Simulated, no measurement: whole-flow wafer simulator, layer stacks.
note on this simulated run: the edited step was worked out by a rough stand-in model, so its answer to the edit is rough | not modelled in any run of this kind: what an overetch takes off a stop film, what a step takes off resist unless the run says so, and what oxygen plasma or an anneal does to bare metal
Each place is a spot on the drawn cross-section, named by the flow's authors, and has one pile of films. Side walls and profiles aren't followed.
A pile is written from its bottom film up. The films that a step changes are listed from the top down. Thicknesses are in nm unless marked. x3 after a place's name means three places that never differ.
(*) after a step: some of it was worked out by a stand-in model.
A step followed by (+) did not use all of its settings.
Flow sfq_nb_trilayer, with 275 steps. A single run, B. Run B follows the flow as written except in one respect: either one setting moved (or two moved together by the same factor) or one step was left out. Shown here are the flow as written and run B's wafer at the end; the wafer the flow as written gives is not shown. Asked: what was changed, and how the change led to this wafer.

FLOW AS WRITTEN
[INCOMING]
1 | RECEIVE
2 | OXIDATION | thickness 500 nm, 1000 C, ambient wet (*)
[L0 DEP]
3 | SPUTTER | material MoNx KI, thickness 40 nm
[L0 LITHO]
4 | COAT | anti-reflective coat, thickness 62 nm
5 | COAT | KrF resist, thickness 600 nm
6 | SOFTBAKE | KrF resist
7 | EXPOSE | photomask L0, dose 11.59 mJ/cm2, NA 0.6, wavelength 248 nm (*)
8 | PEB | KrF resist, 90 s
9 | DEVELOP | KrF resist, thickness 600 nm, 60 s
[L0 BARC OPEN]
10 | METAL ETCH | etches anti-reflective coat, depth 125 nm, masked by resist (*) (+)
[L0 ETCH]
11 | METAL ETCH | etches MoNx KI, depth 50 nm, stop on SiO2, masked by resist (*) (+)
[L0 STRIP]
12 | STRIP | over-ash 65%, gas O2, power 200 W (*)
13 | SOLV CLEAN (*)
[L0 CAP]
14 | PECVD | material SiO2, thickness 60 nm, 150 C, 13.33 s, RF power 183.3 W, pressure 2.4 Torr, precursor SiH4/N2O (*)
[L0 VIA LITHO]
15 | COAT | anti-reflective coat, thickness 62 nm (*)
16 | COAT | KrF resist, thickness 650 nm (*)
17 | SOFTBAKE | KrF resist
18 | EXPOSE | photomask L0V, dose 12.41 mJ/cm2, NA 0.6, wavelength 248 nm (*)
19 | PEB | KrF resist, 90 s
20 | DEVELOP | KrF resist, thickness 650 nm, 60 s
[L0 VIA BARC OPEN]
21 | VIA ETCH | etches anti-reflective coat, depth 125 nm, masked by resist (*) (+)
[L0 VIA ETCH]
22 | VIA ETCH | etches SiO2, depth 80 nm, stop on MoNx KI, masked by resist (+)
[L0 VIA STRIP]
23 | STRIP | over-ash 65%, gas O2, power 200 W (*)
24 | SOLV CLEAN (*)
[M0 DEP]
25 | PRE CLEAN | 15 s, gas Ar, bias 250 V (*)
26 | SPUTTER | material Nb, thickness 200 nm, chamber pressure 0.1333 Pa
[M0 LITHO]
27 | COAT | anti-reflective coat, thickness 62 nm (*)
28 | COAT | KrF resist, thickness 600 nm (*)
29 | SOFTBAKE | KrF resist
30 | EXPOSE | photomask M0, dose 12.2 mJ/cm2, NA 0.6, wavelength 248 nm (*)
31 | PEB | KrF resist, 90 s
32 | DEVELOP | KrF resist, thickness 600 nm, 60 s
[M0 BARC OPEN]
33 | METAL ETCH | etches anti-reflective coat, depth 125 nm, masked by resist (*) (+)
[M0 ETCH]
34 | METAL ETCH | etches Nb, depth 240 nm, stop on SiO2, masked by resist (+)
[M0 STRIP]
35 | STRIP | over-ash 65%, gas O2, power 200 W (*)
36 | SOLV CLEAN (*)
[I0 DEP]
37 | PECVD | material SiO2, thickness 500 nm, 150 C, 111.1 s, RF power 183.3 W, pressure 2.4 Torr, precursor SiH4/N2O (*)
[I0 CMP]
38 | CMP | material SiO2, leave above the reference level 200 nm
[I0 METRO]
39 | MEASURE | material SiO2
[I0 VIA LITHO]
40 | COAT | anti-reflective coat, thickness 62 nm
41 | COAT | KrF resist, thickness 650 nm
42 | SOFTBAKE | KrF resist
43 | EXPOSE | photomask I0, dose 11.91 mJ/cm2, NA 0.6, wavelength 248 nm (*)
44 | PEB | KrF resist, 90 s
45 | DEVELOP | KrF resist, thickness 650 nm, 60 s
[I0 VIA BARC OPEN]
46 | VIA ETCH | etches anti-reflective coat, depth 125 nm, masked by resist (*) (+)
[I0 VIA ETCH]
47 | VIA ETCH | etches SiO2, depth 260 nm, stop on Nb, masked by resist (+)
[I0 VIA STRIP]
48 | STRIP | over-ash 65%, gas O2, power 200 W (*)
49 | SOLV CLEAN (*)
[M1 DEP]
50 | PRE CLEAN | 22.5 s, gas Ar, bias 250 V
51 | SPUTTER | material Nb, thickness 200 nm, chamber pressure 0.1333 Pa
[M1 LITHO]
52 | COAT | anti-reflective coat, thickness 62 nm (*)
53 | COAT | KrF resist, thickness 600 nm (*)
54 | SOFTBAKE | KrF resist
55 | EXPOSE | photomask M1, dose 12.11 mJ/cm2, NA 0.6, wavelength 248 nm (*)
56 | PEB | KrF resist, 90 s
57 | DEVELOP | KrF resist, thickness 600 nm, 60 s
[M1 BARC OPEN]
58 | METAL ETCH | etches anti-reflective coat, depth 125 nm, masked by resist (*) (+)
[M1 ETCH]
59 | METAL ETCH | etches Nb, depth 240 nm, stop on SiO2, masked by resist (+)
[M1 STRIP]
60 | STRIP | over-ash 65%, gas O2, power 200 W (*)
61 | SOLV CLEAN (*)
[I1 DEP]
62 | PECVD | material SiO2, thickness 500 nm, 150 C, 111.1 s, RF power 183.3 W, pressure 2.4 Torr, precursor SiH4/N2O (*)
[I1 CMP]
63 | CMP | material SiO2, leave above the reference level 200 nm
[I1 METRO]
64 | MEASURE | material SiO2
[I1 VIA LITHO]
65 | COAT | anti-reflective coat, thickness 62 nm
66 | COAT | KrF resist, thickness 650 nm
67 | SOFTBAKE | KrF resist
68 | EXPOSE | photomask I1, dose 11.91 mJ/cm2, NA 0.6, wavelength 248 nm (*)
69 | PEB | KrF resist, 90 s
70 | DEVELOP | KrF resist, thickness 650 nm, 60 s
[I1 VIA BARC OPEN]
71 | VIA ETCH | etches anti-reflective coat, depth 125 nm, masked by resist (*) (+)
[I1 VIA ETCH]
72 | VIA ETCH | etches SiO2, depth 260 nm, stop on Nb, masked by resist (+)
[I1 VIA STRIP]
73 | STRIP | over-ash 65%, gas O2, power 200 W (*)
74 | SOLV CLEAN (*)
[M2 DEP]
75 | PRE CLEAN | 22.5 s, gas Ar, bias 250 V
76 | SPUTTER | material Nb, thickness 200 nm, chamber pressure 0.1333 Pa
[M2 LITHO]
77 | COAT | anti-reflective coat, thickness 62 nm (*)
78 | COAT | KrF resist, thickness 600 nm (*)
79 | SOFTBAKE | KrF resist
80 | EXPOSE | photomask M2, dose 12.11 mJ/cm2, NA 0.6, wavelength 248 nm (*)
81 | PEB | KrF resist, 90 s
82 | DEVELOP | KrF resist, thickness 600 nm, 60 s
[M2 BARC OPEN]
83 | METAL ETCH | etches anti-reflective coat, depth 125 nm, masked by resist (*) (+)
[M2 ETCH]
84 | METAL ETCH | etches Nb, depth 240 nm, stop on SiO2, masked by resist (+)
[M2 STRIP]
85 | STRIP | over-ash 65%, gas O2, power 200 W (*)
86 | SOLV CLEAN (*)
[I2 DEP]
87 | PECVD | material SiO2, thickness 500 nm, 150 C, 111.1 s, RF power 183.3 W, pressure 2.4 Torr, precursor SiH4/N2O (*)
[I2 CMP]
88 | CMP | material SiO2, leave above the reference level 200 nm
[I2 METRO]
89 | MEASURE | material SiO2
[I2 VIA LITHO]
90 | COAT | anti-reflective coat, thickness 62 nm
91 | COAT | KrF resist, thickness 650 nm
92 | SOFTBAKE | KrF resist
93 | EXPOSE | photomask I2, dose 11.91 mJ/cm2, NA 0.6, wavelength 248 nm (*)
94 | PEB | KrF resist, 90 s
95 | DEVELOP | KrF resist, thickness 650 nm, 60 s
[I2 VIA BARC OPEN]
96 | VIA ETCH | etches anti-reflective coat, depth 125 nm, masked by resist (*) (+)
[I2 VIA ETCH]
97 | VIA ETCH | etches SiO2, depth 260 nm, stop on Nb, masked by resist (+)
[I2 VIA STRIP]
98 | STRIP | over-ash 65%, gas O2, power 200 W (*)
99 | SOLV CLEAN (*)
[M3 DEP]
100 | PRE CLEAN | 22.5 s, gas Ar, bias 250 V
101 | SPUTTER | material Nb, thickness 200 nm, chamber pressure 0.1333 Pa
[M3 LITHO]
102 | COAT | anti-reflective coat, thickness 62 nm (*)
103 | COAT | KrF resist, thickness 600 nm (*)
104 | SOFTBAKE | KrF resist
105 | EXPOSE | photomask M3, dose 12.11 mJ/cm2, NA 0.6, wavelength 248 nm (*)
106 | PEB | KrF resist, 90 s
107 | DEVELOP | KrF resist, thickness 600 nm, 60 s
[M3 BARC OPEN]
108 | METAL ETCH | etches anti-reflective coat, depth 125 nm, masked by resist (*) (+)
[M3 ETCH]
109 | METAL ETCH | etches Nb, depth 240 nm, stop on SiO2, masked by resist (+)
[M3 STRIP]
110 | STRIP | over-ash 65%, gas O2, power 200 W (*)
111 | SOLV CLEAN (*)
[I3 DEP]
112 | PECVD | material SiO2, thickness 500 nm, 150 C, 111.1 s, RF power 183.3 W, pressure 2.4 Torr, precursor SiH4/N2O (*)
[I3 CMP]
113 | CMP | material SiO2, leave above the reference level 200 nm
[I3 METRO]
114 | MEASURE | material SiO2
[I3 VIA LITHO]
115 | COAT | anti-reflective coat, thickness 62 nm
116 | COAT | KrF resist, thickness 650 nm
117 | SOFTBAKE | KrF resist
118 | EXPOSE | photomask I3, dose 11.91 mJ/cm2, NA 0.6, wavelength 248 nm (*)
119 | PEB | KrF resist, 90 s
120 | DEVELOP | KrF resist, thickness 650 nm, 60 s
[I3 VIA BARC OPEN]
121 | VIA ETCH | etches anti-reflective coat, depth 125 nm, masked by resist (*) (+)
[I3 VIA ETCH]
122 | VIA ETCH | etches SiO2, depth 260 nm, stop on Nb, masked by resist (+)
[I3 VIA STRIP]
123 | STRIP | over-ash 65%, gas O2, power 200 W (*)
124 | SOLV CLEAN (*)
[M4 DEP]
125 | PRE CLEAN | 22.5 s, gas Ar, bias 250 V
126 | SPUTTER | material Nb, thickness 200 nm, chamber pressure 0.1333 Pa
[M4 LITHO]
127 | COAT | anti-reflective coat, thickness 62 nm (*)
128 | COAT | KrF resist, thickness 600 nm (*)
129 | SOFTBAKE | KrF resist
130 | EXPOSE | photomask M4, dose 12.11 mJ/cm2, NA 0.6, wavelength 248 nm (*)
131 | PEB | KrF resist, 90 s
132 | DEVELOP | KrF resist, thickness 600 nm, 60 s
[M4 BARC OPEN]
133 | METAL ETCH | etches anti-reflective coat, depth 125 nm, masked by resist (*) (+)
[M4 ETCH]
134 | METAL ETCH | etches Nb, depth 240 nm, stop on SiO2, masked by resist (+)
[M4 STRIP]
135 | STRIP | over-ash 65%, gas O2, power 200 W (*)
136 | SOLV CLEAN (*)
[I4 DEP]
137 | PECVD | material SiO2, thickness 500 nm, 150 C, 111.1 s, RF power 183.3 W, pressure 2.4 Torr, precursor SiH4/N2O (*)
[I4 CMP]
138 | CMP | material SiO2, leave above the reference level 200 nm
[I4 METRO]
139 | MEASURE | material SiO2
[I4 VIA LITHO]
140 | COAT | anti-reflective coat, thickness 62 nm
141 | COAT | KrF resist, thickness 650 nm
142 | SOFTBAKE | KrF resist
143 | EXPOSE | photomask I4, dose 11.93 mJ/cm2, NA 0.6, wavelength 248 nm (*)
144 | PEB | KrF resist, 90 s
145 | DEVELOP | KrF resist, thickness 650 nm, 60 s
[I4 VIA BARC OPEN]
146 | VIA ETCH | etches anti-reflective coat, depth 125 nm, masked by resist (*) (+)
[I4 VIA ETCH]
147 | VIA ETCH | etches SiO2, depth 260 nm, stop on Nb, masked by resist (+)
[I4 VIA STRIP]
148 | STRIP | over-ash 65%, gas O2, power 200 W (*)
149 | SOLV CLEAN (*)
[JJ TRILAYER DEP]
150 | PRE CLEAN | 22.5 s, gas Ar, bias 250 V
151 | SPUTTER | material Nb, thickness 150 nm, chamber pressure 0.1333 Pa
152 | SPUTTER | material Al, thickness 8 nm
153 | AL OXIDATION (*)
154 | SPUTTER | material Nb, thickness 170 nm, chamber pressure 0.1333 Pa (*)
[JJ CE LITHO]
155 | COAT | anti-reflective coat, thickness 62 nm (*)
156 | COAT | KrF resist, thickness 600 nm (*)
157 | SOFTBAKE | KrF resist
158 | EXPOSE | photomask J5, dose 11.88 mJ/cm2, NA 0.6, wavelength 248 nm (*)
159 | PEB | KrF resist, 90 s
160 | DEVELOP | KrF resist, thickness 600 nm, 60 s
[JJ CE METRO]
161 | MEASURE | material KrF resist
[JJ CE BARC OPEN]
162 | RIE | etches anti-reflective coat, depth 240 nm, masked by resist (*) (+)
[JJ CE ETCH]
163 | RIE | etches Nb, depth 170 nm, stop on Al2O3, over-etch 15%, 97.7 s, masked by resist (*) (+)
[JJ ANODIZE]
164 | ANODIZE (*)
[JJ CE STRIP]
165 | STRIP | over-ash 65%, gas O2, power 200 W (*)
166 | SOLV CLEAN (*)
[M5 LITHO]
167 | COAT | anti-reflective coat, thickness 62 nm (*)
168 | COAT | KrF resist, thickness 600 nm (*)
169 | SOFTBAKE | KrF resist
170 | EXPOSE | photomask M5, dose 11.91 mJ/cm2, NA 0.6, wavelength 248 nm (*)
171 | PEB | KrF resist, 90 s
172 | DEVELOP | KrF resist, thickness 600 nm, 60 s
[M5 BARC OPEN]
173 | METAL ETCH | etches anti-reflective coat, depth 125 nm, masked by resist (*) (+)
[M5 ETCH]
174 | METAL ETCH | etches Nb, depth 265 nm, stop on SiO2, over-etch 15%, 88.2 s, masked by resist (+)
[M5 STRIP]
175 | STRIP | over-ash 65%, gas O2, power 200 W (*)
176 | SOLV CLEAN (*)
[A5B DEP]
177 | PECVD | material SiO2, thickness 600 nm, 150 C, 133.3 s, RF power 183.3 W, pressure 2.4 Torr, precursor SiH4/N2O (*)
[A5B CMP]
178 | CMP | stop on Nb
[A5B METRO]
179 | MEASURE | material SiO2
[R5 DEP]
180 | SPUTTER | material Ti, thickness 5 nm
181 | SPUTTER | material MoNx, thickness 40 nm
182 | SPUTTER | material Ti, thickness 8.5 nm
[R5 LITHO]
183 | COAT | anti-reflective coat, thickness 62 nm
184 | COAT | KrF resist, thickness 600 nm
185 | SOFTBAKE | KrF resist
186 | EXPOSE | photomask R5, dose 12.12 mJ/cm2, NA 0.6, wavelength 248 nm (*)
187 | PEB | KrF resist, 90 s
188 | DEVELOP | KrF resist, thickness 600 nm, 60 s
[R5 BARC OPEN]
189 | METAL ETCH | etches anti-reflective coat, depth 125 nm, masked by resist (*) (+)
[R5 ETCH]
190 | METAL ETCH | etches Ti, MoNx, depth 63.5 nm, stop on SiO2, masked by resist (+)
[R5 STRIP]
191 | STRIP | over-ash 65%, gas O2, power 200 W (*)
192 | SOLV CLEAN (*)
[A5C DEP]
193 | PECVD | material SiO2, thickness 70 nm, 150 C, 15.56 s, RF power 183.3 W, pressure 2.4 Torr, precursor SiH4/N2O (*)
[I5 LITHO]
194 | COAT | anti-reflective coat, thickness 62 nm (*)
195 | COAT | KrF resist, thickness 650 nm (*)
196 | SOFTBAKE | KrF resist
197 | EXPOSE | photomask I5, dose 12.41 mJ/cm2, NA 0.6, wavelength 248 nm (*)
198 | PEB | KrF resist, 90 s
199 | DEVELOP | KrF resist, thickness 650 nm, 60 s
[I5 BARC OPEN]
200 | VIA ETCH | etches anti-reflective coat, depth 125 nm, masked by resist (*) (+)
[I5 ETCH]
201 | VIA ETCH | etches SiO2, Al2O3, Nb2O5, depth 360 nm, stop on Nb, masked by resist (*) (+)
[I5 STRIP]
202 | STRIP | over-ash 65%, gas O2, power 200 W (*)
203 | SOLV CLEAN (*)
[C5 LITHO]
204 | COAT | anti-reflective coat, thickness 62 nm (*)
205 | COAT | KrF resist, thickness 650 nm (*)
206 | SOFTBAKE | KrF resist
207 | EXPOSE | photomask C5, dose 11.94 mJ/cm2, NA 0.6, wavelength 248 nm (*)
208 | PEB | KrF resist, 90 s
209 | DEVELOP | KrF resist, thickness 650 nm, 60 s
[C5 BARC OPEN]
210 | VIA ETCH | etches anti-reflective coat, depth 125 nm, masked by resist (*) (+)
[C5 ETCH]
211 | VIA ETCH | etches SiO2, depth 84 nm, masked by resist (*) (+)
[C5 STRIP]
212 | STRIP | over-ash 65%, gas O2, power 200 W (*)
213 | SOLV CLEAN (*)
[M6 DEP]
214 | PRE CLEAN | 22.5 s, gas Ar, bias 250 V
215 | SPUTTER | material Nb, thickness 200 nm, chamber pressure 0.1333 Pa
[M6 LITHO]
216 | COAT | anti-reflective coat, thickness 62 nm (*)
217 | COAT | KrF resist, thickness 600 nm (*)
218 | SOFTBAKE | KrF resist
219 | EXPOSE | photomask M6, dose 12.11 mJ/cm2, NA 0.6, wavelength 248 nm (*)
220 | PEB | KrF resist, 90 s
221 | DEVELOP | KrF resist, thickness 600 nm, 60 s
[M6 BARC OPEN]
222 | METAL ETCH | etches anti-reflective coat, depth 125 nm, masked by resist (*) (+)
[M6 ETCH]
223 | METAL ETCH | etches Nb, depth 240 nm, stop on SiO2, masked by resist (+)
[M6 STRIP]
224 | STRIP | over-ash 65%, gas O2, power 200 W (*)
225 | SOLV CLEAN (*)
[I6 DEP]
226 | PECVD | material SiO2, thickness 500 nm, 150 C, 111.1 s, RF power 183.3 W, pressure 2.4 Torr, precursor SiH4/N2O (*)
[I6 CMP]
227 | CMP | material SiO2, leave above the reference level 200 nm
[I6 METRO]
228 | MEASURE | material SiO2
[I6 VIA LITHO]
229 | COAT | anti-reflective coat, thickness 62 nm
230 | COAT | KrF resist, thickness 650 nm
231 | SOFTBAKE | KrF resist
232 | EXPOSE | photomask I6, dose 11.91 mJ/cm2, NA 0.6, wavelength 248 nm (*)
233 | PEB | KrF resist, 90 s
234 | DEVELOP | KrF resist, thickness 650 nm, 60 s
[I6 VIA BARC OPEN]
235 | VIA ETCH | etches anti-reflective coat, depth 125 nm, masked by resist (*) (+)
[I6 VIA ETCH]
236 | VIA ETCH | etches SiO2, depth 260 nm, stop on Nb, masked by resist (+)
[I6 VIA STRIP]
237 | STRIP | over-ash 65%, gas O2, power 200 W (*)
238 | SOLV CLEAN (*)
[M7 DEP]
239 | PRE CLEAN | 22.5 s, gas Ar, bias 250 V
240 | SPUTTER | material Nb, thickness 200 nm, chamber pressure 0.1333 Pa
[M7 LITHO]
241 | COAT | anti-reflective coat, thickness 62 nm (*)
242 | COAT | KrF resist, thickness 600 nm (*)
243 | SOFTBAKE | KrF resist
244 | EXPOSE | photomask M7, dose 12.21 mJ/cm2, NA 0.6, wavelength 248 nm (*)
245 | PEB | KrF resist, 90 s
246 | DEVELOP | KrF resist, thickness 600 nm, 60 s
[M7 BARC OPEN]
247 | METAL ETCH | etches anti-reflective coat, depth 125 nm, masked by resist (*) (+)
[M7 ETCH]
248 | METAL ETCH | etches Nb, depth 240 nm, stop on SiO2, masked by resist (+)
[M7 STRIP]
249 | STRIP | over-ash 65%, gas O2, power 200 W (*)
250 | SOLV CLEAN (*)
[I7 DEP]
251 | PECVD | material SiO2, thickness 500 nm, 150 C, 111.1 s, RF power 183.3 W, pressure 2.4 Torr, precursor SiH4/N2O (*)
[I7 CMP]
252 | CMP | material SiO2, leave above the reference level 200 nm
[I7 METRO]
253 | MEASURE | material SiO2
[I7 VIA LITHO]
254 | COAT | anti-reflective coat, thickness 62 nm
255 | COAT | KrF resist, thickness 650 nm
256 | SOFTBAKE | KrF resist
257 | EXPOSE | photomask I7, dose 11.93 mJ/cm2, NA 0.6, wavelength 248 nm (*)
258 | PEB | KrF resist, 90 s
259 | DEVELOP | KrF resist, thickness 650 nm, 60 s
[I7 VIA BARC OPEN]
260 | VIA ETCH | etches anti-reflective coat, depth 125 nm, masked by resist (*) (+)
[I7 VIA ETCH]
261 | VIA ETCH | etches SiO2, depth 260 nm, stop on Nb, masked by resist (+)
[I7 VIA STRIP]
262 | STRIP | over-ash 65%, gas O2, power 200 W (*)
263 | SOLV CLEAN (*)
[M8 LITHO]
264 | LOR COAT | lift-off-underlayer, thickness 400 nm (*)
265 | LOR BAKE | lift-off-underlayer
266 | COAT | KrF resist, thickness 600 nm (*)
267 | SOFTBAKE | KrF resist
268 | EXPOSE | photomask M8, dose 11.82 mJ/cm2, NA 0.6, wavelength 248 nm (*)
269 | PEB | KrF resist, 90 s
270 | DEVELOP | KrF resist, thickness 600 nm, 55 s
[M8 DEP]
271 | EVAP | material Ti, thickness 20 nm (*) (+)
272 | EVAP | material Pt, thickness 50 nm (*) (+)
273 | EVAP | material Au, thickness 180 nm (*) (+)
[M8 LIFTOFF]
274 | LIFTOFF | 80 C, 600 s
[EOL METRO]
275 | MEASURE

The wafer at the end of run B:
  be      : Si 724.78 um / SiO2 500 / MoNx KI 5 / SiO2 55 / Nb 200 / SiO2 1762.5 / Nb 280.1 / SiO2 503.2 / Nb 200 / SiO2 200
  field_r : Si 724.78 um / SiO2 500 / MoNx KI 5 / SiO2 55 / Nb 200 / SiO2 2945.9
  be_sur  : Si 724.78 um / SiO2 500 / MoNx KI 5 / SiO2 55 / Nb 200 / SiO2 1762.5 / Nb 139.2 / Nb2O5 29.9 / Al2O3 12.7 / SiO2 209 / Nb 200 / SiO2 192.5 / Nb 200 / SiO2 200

The reason: step 11, METAL ETCH: depth 35 nm was run, while the flow as written has depth 50 nm.

The path from the change to this, step by step:
  11 | METAL ETCH | etches MoNx KI, depth 50 nm, stop on SiO2, masked by resist (*) (+)
      v_sur, via_wl, via_w and 97 more: MoNx KI loses 35 (in the flow as written it would be: MoNx KI loses 40 (all of it))
      field_l, l0_sur, l0v, l0r_line_l, l0r_line_c, l0r_line_r: KrF resist loses 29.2 (in the flow as written it would be: KrF resist loses 41.7)
  12 | STRIP | over-ash 65%, gas O2, power 200 W (*)
      field_l, l0_sur, l0v, l0r_line_l, l0r_line_c, l0r_line_r: KrF resist loses 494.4 (all of it), anti-reflective coat loses 62 (all of it) (in the flow as written it would be: KrF resist loses 481.9 (all of it), anti-reflective coat loses 62 (all of it))
  14 | PECVD | material SiO2, thickness 60 nm, 150 C, 13.33 s, RF power 183.3 W, pressure 2.4 Torr, precursor SiH4/N2O (*)
      v_sur, via_wl, via_w and 97 more: SiO2 gains 60 (new film) (in the flow as written it would be: SiO2 gains 60)
  15 | COAT | anti-reflective coat, thickness 62 nm (*)
      l0r_space_c: anti-reflective coat gains 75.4 (new film) (in the flow as written it would be: anti-reflective coat gains 77.2 (new film))
  23 | STRIP | over-ash 65%, gas O2, power 200 W (*)
      l0r_space_c: KrF resist loses 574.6 (all of it), anti-reflective coat loses 75.4 (all of it) (in the flow as written it would be: KrF resist loses 576.8 (all of it), anti-reflective coat loses 77.2 (all of it))
  27 | COAT | anti-reflective coat, thickness 62 nm (*)
      l0r_space_c: anti-reflective coat gains 75.9 (new film) (in the flow as written it would be: anti-reflective coat gains 78 (new film))
  35 | STRIP | over-ash 65%, gas O2, power 200 W (*)
      l0r_space_c: KrF resist loses 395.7 (all of it), anti-reflective coat loses 75.9 (all of it) (in the flow as written it would be: KrF resist loses 397.6 (all of it), anti-reflective coat loses 78 (all of it))
If metal films that touch count as one body, be has 4 bodies (between them, from the top down: SiO2 503.2; SiO2 1762.5; SiO2 55); the flow as written gives 3 bodies (between them, from the top down: SiO2 503.2; SiO2 1762.5).
If metal films that touch count as one body, field_r has 2 bodies (between them, from the top down: SiO2 55); the flow as written gives 1 body.
If metal films that touch count as one body, be_sur has 5 bodies (between them, from the top down: SiO2 192.5; SiO2 209 / Al2O3 12.7 / Nb2O5 29.9; SiO2 1762.5; SiO2 55); the flow as written gives 4 bodies (between them, from the top down: SiO2 192.5; SiO2 209 / Al2O3 12.7 / Nb2O5 29.9; SiO2 1762.5).
